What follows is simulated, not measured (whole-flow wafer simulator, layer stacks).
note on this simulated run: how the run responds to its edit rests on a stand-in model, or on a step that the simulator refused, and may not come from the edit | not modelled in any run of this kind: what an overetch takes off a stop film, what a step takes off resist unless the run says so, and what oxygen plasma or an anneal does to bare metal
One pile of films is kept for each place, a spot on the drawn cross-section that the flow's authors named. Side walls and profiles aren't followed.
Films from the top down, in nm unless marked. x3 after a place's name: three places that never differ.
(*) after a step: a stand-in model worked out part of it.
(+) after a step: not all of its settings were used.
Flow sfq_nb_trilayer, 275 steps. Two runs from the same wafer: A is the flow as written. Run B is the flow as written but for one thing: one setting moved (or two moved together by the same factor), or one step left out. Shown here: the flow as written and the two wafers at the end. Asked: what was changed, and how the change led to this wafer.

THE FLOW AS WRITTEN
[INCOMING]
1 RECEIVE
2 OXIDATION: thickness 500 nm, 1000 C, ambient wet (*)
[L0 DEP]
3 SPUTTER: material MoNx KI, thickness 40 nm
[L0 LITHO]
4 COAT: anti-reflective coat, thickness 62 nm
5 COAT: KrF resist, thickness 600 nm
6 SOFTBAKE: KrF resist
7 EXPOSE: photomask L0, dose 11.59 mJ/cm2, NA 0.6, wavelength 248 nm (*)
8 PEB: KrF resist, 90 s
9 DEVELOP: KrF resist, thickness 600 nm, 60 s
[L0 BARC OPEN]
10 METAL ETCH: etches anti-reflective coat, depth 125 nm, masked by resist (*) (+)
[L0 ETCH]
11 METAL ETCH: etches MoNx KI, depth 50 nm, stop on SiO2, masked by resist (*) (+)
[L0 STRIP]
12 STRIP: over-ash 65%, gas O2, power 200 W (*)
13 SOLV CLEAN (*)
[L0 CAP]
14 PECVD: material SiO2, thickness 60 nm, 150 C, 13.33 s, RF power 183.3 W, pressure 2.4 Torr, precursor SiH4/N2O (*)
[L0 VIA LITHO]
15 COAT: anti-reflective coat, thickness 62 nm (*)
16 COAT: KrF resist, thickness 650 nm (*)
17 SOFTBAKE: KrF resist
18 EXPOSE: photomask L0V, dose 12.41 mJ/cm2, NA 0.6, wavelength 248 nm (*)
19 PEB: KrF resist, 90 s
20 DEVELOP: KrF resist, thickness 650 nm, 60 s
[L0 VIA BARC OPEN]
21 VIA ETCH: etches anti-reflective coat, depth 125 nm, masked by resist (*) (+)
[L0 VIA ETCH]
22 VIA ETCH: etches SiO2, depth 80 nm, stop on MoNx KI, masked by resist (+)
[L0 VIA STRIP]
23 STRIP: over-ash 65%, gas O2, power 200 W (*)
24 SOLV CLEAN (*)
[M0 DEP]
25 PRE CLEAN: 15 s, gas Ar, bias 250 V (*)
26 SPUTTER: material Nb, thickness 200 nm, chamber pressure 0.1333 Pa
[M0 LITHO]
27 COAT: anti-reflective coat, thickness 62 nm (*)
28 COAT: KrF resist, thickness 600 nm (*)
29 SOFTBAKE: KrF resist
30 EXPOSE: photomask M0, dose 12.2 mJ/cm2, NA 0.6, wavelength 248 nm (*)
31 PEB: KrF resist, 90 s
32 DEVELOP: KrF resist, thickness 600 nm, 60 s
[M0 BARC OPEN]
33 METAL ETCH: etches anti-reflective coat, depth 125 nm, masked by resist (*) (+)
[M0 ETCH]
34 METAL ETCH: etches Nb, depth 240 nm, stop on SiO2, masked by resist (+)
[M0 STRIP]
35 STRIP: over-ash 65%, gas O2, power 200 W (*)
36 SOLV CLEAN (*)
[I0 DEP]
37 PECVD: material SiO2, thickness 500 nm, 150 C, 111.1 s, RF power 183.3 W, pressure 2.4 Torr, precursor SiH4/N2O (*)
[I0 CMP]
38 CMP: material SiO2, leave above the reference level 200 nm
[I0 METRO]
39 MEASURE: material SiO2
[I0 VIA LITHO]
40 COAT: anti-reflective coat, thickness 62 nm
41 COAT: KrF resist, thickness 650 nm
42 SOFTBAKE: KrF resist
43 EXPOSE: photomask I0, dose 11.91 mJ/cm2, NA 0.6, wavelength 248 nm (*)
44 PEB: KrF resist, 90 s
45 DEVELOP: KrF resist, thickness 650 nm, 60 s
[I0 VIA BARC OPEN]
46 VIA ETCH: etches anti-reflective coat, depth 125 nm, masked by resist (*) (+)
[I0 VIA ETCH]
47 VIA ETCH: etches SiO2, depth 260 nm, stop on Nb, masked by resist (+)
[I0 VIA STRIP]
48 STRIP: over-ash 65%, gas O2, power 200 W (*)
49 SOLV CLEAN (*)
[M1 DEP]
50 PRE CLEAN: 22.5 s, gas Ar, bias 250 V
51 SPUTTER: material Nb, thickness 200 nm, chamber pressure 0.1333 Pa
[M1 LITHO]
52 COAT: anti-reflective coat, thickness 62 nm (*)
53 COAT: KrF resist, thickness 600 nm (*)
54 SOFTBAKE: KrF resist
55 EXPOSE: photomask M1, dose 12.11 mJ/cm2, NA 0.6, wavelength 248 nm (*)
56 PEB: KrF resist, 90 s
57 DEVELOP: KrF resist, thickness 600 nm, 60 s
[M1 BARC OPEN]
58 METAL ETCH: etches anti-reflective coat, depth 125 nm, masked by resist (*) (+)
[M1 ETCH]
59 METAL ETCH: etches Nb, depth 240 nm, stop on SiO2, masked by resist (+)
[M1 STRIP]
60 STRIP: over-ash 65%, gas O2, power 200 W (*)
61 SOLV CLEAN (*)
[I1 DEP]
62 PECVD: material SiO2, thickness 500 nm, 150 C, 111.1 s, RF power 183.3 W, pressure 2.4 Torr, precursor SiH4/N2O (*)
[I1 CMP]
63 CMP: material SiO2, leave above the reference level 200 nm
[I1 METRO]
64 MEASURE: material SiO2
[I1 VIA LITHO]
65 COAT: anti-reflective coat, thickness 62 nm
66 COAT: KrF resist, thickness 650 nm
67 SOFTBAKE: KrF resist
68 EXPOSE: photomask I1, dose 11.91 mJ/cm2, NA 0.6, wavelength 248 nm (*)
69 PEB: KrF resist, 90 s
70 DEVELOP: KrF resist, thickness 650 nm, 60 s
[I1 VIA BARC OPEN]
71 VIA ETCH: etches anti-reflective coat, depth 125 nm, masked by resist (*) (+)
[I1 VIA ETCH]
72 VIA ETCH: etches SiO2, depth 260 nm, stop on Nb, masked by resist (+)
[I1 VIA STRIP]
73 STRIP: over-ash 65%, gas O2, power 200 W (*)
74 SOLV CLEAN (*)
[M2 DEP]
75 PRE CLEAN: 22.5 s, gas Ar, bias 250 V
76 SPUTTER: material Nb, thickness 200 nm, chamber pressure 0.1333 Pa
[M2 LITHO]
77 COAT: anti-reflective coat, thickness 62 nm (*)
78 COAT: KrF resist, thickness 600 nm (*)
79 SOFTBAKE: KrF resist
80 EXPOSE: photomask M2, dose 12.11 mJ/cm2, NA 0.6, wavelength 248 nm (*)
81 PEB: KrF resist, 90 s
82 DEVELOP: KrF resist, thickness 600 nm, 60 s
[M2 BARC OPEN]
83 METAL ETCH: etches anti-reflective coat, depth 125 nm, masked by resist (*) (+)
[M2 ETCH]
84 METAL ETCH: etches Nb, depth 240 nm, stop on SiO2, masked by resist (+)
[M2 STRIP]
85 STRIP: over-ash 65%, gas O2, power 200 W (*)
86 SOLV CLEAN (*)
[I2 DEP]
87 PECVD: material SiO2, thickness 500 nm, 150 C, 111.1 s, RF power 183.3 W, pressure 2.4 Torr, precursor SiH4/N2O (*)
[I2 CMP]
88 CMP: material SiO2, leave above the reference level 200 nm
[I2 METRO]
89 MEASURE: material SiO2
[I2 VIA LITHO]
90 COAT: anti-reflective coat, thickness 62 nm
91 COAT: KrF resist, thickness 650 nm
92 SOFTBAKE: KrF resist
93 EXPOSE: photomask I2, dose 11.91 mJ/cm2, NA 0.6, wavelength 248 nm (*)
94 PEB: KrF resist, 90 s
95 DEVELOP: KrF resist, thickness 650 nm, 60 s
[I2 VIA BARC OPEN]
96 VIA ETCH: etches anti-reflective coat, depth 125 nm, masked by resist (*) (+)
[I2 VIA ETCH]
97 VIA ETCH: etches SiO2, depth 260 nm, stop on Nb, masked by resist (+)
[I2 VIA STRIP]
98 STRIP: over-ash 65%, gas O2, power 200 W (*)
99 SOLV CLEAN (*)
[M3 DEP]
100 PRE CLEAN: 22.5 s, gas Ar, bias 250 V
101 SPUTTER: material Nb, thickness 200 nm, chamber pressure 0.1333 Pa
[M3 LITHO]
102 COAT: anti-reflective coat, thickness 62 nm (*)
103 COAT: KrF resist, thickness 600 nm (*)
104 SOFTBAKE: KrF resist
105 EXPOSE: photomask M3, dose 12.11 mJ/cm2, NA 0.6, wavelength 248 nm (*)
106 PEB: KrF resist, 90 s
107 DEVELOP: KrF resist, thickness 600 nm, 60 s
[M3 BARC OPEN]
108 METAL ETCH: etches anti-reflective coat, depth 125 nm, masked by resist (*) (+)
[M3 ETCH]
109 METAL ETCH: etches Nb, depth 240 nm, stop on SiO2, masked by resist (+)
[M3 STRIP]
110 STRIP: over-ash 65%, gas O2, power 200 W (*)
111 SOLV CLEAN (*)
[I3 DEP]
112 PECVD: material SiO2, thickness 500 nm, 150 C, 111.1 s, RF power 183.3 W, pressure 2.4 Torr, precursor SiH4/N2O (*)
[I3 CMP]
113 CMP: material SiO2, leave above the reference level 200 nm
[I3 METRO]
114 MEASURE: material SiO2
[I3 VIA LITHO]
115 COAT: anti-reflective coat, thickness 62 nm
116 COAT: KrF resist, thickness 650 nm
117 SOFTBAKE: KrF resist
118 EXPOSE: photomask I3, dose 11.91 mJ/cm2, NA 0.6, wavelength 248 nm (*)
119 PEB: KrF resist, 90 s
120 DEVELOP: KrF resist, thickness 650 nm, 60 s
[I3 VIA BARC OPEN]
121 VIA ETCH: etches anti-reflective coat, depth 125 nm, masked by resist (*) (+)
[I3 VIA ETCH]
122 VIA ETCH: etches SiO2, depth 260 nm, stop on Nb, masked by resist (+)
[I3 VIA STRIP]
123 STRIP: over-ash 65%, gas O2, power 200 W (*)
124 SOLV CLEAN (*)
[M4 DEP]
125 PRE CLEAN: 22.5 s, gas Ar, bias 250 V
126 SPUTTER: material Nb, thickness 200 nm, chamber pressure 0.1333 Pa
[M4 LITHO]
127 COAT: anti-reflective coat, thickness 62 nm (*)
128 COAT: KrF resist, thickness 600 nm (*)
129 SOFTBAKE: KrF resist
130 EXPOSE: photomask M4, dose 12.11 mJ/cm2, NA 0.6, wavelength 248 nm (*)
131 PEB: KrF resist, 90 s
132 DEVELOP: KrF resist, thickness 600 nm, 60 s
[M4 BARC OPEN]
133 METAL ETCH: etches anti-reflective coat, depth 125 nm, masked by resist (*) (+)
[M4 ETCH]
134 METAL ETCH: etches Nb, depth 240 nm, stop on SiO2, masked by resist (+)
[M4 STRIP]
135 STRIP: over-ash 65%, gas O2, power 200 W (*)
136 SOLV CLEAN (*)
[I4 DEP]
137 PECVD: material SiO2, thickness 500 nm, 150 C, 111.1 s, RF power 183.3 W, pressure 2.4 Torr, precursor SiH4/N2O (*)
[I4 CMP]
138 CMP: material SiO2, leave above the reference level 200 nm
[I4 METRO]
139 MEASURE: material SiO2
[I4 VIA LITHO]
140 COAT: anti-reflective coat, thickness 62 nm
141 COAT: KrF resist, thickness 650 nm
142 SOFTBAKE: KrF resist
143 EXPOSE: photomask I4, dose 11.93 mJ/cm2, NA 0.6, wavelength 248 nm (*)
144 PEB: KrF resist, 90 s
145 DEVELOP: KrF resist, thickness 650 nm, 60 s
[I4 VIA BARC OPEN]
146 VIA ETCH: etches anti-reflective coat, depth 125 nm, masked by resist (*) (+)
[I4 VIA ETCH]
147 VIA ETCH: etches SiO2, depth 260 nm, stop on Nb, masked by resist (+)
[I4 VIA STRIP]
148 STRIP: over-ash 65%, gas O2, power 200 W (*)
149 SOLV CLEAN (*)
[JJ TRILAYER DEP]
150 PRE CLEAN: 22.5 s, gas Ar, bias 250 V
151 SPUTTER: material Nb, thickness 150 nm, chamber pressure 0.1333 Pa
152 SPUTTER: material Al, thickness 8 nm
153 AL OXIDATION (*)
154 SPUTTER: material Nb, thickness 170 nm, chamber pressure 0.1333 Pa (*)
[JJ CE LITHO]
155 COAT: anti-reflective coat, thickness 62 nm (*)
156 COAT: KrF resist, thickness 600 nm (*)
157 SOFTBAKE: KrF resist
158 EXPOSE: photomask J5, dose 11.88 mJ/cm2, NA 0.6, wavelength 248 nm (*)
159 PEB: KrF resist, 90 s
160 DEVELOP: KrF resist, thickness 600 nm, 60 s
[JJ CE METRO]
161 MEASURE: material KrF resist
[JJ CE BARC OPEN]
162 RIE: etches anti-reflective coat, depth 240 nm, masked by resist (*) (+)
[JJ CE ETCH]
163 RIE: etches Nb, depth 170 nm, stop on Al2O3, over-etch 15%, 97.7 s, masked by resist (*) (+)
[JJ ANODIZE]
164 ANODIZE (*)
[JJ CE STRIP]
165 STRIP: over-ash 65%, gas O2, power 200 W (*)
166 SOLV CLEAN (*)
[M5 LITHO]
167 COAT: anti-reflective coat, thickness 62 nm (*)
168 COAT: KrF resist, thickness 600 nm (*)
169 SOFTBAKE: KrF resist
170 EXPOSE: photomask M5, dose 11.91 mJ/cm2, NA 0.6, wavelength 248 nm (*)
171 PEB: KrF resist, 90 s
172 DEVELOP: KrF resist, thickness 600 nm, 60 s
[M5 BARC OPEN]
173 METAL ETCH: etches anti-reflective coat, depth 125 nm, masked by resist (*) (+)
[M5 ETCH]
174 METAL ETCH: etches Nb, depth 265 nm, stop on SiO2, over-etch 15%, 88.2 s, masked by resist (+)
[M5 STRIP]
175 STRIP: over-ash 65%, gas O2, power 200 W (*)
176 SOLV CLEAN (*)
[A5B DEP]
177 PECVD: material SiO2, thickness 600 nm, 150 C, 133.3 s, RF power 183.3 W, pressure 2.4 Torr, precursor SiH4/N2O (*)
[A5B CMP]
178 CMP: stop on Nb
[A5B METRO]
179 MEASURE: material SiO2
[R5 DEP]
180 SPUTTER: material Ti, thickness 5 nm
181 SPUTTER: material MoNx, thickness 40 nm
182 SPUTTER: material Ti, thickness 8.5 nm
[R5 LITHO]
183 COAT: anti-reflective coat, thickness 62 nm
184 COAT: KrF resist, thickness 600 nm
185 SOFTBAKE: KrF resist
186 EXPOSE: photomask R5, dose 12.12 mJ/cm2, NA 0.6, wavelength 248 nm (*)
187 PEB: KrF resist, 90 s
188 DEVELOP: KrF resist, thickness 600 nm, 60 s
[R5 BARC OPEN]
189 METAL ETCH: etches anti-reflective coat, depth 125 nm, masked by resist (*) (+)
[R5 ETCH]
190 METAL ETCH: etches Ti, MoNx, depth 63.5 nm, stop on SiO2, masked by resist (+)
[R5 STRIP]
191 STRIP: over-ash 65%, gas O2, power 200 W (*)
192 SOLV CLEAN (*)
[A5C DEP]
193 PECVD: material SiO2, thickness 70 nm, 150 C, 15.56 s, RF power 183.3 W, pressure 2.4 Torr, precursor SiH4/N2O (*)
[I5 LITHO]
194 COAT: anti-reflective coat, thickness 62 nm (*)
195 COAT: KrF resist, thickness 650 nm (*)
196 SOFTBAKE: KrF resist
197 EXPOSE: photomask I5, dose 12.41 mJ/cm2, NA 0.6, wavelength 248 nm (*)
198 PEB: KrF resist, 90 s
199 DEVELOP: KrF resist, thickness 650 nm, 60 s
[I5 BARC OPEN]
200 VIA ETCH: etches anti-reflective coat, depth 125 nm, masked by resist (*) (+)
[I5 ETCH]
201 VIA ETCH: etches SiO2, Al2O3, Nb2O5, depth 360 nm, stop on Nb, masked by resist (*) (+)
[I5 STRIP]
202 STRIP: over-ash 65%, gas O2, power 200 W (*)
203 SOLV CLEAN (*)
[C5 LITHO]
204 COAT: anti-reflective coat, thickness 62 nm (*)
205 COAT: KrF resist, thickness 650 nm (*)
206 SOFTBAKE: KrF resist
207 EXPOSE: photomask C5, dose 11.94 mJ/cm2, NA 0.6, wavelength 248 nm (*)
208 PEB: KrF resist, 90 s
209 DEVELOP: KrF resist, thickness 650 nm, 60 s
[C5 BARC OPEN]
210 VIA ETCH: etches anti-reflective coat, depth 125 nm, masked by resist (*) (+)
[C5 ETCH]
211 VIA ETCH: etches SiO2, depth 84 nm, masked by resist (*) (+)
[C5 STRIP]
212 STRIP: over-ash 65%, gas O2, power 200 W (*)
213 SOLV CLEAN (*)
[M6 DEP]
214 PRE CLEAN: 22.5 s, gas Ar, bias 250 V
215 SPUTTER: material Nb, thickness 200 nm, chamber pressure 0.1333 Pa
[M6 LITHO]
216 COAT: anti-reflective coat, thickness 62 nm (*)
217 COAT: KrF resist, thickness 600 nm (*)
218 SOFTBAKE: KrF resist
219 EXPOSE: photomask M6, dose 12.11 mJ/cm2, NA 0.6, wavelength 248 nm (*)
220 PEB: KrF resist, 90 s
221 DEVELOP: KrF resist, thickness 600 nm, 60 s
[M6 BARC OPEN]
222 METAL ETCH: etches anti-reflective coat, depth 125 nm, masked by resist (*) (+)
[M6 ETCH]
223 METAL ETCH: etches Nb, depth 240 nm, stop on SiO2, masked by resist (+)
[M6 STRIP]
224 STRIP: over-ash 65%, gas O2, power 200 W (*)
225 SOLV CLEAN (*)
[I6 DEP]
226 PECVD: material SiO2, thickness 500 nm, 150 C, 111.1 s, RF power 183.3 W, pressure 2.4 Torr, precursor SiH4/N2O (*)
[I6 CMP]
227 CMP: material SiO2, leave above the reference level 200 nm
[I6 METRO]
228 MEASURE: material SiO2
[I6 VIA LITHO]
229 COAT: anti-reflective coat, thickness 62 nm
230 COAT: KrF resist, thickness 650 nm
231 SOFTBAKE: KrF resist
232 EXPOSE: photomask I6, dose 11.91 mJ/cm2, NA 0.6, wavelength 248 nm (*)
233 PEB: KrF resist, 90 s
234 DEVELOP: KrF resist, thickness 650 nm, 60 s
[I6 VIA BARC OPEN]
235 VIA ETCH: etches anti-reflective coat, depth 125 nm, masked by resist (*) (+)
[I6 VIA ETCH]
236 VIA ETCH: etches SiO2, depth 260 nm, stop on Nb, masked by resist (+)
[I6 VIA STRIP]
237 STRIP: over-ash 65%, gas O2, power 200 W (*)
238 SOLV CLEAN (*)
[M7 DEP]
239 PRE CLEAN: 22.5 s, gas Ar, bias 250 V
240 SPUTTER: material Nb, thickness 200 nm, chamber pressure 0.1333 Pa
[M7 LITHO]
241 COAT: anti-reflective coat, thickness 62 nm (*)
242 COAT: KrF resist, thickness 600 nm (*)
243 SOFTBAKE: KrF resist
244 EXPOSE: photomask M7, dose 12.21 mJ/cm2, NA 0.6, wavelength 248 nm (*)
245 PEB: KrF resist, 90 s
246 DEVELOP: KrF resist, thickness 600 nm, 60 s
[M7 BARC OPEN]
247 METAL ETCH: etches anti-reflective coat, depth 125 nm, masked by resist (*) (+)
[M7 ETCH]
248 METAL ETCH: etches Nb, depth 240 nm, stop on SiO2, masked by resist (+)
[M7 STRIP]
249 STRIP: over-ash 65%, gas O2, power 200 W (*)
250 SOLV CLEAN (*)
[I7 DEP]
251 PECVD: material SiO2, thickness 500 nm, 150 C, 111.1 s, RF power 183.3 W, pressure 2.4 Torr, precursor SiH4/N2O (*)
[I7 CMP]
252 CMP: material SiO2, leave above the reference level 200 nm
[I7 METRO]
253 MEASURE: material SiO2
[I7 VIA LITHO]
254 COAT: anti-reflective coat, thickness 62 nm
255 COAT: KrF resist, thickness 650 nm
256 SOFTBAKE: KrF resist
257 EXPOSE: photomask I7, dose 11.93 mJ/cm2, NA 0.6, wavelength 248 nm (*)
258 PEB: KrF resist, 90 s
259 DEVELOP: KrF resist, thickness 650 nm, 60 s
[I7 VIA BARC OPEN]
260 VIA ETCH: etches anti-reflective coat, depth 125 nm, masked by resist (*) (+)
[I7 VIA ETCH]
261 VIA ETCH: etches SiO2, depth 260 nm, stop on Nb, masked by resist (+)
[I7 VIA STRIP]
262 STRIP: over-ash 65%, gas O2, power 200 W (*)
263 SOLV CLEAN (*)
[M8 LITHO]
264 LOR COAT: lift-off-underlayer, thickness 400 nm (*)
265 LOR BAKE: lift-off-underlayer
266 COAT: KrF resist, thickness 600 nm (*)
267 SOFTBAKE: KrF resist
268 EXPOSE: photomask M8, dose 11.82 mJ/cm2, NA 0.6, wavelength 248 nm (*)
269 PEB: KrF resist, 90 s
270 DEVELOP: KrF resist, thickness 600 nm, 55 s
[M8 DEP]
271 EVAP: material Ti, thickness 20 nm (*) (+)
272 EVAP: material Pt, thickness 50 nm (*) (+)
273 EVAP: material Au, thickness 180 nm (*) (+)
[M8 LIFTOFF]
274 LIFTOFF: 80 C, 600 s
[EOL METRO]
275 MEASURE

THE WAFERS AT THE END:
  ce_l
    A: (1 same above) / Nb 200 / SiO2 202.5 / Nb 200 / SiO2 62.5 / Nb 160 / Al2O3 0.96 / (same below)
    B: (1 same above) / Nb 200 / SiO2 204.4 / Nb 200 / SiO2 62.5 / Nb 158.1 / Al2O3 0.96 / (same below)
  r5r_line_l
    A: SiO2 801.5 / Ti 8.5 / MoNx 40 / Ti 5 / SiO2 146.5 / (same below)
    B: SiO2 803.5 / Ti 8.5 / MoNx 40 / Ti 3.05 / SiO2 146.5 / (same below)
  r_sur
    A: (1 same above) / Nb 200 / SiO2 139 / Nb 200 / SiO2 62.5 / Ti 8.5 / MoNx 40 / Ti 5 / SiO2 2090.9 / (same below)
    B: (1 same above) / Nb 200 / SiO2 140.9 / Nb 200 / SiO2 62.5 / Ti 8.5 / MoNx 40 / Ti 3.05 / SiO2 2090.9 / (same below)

The cause: step 180, SPUTTER: thickness 3.05 nm was run, where the flow has thickness 5 nm.
It can be read off the wafer: r5r_line_l has Ti 3.05, and step 180 as written asks for 5 nm.

How the change led to this, step by step:
  180 SPUTTER: material Ti, thickness 5 nm
      field_l, v_sur, via_wl and 103 more: A Ti +5 (new film) | B Ti +3.05 (new film)
  190 METAL ETCH: etches Ti, MoNx, depth 63.5 nm, stop on SiO2, masked by resist (+)
      field_l, v_sur, via_wl and 92 more: A Ti -8.5 (all of it), MoNx -40 (all of it), Ti -5 (all of it) | B Ti -8.5 (all of it), MoNx -40 (all of it), Ti -3.05 (all of it)
      ce_l, c5j, ce_r, wl_jj: A Ti -8.5 (all of it), MoNx -40 (all of it), Ti -5 (all of it), Nb -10 | B Ti -8.5 (all of it), MoNx -40 (all of it), Ti -3.05 (all of it), Nb -11.9
